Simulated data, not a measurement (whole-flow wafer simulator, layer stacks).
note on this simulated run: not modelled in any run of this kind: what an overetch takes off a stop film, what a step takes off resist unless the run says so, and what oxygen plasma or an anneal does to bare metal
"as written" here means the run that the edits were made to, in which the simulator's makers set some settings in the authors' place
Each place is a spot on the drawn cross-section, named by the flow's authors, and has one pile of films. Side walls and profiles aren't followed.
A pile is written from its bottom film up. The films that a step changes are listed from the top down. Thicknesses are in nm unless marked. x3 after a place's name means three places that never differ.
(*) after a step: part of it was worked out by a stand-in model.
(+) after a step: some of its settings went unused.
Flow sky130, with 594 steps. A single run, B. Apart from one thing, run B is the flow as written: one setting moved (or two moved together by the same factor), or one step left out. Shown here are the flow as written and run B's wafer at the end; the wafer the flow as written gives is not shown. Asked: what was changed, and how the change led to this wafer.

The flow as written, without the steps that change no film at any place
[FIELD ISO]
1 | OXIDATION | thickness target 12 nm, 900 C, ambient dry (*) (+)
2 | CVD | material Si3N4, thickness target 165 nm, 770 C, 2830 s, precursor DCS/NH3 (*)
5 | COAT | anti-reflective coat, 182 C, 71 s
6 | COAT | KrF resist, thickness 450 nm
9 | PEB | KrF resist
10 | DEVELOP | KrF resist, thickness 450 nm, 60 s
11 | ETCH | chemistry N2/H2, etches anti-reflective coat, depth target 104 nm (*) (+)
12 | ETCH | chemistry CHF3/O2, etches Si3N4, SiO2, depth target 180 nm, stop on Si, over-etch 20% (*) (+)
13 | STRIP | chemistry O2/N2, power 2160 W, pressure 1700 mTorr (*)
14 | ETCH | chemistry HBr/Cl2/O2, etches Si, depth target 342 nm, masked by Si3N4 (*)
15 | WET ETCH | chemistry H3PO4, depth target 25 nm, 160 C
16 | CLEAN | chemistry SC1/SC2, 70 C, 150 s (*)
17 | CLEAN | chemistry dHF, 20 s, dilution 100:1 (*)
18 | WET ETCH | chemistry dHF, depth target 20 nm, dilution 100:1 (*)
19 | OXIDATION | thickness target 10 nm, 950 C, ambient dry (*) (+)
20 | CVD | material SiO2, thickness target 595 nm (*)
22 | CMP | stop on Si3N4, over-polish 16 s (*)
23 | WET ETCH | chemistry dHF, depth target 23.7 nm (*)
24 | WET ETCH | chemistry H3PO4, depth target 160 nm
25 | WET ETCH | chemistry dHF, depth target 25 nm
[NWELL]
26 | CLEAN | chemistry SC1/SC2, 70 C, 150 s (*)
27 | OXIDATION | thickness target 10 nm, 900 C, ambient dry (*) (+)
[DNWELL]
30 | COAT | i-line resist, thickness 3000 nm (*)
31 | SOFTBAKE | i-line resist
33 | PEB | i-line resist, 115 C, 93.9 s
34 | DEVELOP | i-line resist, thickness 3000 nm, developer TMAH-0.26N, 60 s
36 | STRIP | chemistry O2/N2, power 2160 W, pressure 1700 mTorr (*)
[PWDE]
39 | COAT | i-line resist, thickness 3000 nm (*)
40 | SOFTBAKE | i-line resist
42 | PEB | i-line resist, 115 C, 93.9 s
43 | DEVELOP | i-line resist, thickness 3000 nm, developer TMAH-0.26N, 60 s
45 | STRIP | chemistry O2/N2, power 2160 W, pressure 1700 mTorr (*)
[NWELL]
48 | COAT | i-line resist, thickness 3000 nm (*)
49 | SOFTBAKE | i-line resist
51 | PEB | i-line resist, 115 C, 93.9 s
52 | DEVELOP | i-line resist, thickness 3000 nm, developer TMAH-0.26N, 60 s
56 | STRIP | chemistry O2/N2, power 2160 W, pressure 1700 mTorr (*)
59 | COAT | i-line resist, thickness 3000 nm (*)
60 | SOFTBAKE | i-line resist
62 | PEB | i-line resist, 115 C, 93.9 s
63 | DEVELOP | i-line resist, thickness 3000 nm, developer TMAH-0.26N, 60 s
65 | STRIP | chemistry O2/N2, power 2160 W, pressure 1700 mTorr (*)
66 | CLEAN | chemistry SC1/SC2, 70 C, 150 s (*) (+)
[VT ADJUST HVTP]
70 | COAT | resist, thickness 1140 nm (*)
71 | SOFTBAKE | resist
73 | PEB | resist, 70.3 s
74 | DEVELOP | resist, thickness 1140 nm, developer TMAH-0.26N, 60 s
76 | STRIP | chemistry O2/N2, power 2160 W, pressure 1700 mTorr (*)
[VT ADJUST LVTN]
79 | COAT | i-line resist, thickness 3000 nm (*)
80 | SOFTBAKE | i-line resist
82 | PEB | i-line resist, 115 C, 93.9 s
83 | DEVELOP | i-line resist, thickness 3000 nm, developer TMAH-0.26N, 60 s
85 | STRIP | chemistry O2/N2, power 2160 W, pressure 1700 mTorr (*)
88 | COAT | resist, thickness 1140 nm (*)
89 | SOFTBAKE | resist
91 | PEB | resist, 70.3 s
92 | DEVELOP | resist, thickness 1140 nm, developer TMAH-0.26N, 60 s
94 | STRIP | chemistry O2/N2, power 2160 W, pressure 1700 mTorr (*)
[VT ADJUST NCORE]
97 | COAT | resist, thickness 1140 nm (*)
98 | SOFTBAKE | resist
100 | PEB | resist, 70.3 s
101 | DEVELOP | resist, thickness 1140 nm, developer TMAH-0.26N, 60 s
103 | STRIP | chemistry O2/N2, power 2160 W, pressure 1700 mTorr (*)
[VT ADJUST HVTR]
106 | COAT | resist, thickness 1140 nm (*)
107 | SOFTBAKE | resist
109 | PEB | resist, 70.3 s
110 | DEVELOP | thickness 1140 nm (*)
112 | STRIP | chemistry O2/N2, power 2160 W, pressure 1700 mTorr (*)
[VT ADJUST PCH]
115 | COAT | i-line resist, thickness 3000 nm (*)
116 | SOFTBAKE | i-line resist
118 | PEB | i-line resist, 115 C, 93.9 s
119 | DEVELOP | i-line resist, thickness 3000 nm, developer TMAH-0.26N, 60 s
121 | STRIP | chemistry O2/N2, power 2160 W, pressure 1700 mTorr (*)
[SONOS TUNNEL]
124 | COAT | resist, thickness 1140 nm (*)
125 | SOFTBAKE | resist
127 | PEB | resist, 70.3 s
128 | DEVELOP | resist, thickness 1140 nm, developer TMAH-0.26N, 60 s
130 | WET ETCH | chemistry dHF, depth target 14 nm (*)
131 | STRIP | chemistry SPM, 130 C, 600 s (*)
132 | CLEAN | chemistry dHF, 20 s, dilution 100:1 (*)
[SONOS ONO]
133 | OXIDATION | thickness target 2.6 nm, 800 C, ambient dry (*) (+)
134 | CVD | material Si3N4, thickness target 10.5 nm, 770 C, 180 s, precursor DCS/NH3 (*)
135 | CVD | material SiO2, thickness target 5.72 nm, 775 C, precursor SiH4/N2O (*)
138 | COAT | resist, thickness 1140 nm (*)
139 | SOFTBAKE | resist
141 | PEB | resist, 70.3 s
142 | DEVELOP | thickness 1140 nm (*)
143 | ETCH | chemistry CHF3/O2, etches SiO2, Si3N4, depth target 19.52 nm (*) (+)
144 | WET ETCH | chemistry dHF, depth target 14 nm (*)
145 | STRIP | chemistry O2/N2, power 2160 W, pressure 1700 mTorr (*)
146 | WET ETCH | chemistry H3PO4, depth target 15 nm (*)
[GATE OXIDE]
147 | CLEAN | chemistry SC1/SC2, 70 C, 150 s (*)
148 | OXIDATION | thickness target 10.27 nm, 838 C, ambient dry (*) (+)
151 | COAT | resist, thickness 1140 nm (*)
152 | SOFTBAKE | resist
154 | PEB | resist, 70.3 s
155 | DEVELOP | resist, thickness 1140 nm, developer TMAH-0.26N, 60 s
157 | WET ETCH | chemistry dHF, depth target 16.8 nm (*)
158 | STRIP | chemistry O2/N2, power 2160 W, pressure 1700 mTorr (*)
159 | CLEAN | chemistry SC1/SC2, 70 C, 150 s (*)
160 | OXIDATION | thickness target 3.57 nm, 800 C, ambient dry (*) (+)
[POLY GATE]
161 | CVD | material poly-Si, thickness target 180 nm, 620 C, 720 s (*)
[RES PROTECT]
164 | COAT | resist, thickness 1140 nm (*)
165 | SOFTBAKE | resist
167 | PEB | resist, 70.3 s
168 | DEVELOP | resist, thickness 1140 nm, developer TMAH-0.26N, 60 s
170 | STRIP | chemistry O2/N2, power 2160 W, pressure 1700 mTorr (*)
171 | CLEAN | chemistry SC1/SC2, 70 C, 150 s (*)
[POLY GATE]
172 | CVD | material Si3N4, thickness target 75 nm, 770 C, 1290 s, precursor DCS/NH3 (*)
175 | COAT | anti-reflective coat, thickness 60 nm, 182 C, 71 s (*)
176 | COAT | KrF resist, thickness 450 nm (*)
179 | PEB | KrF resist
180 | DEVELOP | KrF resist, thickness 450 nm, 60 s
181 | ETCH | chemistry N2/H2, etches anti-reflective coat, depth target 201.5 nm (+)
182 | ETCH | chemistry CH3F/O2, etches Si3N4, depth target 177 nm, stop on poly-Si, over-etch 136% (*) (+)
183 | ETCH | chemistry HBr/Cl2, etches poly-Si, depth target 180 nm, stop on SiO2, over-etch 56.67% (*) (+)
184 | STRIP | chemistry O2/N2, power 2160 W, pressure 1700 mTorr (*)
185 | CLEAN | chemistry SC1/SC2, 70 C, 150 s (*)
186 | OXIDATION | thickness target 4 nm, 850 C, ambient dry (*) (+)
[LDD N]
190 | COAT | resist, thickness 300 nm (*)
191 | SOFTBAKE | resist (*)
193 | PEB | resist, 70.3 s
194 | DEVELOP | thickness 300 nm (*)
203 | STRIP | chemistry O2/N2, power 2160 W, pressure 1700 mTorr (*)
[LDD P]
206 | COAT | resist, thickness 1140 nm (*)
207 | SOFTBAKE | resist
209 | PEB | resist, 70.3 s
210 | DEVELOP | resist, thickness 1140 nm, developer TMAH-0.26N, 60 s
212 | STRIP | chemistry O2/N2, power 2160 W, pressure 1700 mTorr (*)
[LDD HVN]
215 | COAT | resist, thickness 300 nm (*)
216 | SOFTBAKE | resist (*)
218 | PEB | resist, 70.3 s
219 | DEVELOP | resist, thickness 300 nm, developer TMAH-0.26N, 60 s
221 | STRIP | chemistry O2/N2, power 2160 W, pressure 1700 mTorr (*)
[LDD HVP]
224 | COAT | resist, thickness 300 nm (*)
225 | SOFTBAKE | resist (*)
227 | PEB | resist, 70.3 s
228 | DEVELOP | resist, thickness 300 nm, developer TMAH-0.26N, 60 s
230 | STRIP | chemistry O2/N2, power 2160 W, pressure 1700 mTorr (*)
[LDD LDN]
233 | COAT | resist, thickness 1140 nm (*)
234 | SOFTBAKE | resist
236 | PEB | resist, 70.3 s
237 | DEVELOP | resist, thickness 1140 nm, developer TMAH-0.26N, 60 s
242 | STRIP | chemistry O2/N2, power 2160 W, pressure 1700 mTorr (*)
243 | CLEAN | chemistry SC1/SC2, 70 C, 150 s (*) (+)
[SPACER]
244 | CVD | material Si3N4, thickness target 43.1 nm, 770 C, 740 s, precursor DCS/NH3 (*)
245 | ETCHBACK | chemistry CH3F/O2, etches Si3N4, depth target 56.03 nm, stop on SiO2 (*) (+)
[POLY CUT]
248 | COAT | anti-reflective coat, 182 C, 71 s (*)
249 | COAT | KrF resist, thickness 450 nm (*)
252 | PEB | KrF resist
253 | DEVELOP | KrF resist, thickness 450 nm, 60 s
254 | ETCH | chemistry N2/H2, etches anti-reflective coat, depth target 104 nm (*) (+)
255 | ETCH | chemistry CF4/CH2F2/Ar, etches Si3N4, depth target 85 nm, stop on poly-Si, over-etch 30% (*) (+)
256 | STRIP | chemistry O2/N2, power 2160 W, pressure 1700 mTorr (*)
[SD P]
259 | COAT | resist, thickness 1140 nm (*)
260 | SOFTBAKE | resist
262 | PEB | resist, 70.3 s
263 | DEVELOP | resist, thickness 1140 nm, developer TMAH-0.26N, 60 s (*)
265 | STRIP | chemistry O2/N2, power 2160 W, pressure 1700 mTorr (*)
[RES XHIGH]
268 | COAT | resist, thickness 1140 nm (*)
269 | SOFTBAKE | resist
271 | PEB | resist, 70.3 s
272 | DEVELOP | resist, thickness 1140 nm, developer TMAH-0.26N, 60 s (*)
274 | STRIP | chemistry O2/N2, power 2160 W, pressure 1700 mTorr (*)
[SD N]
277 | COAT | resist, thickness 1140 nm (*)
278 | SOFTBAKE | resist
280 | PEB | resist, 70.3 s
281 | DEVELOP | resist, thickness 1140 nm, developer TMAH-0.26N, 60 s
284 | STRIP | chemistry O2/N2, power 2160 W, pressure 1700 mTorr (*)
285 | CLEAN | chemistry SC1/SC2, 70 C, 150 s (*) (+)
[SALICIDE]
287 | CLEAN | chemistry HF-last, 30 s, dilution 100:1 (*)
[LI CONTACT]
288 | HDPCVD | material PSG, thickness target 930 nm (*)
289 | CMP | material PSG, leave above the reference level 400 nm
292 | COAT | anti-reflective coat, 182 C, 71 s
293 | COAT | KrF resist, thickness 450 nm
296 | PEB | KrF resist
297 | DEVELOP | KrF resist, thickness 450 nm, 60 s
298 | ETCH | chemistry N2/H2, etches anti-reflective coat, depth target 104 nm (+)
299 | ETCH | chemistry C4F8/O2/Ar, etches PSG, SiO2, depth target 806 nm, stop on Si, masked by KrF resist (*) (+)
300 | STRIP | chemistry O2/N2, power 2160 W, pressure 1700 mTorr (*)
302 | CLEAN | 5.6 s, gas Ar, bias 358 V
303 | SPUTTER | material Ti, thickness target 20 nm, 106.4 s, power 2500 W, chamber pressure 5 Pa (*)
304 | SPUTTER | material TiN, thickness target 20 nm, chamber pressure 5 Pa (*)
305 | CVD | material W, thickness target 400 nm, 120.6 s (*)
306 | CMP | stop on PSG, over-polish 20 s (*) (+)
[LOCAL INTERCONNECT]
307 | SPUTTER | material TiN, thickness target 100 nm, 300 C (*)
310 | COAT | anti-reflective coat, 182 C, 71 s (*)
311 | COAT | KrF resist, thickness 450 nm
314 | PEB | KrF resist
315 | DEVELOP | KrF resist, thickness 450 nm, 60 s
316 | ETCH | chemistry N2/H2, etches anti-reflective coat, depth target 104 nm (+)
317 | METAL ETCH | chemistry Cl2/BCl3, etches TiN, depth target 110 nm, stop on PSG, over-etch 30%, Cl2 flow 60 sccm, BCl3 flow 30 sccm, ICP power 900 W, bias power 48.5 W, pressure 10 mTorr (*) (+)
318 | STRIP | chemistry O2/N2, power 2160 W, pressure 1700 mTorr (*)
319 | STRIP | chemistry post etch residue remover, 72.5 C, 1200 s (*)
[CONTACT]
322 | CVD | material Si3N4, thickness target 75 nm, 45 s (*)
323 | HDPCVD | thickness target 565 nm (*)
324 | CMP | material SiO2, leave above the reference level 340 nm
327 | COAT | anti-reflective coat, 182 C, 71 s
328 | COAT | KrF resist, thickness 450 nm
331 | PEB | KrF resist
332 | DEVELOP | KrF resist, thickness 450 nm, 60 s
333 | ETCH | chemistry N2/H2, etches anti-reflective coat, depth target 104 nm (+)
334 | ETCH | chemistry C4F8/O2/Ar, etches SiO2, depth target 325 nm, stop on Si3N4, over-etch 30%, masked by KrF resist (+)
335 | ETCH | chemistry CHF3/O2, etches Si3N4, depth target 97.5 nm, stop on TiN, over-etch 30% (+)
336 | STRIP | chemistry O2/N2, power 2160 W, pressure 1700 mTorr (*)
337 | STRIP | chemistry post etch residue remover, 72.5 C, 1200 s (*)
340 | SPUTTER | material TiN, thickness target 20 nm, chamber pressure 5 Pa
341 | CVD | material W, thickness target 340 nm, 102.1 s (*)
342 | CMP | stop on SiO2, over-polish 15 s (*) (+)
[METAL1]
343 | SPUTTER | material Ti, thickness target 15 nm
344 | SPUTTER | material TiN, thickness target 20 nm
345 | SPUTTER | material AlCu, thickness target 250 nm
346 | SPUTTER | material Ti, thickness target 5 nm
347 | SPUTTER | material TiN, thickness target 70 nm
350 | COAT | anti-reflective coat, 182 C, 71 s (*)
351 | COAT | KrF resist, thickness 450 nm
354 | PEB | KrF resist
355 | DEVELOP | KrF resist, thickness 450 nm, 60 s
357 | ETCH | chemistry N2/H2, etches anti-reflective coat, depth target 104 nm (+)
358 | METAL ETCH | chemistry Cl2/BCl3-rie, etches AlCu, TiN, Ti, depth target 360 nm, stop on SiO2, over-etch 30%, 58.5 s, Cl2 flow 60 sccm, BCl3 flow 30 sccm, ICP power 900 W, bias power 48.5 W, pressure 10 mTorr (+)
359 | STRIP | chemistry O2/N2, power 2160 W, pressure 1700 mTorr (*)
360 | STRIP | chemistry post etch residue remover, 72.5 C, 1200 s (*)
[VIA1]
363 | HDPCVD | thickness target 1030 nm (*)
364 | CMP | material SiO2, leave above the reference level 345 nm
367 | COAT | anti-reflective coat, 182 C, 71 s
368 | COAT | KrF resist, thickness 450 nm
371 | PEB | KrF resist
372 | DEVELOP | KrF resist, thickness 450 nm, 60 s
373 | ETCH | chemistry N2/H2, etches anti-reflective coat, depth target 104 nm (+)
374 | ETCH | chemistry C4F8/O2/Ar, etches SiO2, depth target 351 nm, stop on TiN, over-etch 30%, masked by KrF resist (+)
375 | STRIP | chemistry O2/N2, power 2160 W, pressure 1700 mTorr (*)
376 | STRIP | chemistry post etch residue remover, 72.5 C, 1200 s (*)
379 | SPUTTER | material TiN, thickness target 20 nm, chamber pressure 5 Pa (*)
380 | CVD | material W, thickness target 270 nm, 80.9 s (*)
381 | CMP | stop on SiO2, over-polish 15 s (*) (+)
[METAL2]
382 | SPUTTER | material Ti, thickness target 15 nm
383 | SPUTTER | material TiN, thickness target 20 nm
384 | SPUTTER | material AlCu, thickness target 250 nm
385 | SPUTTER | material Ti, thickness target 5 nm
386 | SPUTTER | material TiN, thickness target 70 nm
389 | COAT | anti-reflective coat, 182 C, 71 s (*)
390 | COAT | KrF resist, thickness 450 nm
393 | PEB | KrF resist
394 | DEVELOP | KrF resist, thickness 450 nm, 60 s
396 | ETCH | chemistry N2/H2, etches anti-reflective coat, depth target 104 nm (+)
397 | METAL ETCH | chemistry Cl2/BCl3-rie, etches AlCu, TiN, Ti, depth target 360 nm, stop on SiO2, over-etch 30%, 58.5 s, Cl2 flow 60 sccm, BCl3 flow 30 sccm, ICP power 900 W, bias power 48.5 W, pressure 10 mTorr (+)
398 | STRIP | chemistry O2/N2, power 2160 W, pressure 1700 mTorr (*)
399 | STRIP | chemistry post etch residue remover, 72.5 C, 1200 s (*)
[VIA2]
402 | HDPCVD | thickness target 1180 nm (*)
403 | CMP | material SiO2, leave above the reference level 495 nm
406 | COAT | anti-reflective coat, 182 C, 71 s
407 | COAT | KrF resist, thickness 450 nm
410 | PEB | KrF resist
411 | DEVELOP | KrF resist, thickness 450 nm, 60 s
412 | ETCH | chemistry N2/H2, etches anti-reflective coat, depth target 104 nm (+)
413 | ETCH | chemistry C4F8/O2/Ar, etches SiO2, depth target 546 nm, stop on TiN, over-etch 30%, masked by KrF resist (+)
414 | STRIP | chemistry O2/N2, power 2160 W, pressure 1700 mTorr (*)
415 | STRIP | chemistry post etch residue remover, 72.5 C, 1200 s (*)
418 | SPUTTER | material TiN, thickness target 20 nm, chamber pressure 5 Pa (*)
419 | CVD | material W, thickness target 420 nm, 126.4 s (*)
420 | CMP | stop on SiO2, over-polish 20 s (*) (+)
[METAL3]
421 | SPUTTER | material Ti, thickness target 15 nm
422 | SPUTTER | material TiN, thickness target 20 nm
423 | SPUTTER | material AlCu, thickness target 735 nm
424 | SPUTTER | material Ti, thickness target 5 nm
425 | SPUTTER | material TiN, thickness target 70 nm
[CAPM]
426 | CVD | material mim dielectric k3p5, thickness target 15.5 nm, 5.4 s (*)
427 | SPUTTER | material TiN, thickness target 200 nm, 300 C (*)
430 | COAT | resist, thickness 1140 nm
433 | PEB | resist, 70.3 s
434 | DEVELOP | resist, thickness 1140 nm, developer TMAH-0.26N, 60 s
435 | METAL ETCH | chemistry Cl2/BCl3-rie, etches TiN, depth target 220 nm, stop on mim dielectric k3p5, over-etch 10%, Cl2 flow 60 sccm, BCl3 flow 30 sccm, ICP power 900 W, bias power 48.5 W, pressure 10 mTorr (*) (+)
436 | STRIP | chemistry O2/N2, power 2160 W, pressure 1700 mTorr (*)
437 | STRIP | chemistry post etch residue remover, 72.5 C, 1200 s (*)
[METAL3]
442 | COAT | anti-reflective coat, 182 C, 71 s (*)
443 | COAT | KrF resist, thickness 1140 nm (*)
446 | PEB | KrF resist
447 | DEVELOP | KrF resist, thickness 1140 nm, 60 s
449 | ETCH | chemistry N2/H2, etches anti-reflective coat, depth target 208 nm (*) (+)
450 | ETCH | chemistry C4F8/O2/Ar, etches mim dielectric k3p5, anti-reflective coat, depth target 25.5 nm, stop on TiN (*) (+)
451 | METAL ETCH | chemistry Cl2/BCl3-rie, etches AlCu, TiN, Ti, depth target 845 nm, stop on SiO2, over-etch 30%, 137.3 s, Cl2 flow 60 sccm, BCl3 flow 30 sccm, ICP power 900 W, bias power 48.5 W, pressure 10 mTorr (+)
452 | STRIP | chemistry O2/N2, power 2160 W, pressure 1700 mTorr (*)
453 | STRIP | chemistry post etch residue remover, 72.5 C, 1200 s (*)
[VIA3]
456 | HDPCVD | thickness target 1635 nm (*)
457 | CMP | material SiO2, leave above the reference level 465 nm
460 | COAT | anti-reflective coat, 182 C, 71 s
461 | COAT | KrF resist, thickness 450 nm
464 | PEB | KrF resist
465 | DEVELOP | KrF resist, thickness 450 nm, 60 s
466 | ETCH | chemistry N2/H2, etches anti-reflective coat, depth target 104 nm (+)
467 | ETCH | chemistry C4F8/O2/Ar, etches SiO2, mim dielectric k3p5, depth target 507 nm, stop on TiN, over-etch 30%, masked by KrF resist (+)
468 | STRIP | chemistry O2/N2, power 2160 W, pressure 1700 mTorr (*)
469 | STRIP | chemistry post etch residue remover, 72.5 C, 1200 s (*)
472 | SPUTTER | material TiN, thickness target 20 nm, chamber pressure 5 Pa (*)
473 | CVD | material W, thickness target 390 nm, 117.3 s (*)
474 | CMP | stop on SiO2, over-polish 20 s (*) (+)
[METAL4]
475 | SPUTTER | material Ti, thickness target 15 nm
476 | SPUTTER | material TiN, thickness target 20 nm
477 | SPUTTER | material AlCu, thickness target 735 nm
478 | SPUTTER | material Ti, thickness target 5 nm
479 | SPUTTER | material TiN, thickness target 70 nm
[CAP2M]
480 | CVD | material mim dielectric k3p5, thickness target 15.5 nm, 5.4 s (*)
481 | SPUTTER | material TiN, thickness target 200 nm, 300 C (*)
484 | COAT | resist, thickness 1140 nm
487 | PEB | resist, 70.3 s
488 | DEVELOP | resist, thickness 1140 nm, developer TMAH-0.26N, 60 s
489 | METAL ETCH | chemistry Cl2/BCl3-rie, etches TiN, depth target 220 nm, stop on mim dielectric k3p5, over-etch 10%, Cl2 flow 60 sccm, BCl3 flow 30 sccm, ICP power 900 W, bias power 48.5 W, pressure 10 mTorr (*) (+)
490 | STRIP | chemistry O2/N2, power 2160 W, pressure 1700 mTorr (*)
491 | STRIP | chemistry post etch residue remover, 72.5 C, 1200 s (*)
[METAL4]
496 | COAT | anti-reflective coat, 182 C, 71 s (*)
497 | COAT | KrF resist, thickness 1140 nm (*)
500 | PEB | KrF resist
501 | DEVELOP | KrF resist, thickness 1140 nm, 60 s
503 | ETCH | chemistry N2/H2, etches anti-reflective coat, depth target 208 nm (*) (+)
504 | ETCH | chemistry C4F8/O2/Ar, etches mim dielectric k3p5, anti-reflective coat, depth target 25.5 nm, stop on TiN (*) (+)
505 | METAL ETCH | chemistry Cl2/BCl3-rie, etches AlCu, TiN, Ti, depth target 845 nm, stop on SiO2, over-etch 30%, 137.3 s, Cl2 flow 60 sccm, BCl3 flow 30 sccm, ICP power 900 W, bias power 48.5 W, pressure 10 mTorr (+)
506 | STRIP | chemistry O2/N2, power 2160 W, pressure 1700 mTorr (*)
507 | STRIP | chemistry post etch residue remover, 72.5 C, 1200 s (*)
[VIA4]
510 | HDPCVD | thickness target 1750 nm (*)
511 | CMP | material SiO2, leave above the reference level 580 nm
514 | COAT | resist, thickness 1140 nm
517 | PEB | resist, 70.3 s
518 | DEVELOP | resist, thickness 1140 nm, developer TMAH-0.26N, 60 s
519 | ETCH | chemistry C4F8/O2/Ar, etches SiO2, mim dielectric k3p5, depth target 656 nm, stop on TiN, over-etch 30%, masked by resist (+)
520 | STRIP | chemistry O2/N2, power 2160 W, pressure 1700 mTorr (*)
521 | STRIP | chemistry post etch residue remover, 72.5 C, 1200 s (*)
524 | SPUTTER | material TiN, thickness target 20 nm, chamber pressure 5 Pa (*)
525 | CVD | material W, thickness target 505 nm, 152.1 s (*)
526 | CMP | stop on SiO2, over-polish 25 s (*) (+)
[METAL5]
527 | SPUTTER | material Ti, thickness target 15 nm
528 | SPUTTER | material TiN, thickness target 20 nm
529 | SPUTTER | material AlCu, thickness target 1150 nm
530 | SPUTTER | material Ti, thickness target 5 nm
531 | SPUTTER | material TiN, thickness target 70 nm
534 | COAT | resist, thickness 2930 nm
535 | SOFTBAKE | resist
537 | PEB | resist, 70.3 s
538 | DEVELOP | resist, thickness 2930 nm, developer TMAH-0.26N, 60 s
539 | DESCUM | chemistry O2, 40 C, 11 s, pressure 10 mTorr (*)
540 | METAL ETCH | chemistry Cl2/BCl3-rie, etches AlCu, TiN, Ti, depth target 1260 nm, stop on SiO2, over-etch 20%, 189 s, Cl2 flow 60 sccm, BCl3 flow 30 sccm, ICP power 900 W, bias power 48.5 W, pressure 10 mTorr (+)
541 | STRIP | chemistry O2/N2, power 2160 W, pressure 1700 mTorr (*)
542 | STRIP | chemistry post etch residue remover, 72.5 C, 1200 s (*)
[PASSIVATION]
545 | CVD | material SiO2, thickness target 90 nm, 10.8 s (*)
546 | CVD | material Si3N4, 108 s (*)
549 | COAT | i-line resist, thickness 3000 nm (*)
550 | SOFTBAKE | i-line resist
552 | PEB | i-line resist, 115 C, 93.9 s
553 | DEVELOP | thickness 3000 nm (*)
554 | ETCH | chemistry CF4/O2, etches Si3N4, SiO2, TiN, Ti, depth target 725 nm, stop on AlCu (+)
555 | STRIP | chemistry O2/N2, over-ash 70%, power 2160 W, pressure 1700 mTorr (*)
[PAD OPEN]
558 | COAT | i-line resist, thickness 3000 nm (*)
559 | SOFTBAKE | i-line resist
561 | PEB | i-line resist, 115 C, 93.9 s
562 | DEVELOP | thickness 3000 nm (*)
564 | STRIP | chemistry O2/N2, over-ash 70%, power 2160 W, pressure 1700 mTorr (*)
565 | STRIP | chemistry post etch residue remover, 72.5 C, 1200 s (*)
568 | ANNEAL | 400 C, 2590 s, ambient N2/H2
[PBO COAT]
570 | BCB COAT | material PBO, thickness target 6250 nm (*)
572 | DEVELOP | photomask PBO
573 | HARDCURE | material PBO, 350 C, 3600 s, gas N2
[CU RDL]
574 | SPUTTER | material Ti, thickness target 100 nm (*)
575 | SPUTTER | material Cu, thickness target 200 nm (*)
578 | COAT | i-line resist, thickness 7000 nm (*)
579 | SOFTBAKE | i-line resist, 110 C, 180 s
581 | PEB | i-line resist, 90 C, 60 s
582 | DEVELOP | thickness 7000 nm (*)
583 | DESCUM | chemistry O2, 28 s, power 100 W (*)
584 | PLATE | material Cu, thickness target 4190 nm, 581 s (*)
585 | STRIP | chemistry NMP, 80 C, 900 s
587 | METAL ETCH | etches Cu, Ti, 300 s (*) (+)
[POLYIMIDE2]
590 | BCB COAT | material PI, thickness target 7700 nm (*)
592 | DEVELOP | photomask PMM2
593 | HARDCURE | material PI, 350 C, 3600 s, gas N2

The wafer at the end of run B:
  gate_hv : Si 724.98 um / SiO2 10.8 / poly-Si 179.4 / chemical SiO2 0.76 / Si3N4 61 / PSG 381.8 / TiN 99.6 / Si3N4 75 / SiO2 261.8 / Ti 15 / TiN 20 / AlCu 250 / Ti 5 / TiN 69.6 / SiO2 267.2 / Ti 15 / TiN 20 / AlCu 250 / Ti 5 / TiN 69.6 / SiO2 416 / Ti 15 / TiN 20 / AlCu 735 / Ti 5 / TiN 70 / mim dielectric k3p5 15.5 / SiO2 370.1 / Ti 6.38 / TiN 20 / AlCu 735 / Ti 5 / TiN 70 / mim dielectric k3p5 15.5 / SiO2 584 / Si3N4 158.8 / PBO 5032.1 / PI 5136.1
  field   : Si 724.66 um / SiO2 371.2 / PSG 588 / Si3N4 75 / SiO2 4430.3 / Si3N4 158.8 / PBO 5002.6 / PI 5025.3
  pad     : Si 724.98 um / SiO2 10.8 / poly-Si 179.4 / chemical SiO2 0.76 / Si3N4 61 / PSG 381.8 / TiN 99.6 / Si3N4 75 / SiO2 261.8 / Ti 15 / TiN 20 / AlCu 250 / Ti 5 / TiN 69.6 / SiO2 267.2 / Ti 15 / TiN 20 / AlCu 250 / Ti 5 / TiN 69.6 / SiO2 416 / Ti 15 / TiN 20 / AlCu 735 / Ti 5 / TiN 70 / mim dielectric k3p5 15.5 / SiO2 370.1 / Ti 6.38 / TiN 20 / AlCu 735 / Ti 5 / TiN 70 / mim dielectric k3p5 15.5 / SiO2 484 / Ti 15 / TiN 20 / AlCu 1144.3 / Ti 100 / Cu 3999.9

What caused this: step 475, SPUTTER: thickness target 6.38 nm was run, while the flow as written has thickness target 15 nm.
The wafer lets one read it off: gate_hv has Ti 6.38, and step 475 as written asks for 15 nm.

Step by step, how the change led to this:
  475 | SPUTTER | material Ti, thickness target 15 nm
      field, active, n_well and 189 more: Ti gains 6.38 (new film) (in the flow as written it would be: Ti gains 15 (new film))
  505 | METAL ETCH | chemistry Cl2/BCl3-rie, etches AlCu, TiN, Ti, depth target 845 nm, stop on SiO2, over-etch 30%, 137.3 s, Cl2 flow 60 sccm, BCl3 flow 30 sccm, ICP power 900 W, bias power 48.5 W, pressure 10 mTorr (+)
      field, gate, spacer and 68 more: TiN loses 70 (all of it), Ti loses 5 (all of it), AlCu loses 735 (all of it), TiN loses 20 (all of it), Ti loses 6.38 (all of it), SiO2 loses 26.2 (in the flow as written it would be: TiN loses 70 (all of it), Ti loses 5 (all of it), AlCu loses 735 (all of it), TiN loses 20 (all of it), Ti loses 15 (all of it), SiO2 loses 25.4)
      active, vpp_iso1, mim_edge_plate and 14 more: TiN loses 70 (all of it), Ti loses 5 (all of it), AlCu loses 735 (all of it), TiN loses 20 (all of it), Ti loses 6.38 (all of it), SiO2 loses 26.2 (in the flow as written it would be: TiN loses 70 (all of it), Ti loses 5 (all of it), AlCu loses 735 (all of it), TiN loses 20 (all of it), Ti loses 15 (all of it), SiO2 loses 25.3)
  511 | CMP | material SiO2, leave above the reference level 580 nm
      field, active, gate and 77 more: SiO2 loses 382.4 (in the flow as written it would be: SiO2 loses 374.7)
      iso_guard__w1, mim_edge_gap, vpp_l1ln, vpp_m3ln, rpm_encl, via2_enc, rpm_encl_psd, iso_guard_nsd_tip: SiO2 loses 382.4 (in the flow as written it would be: SiO2 loses 374.6)
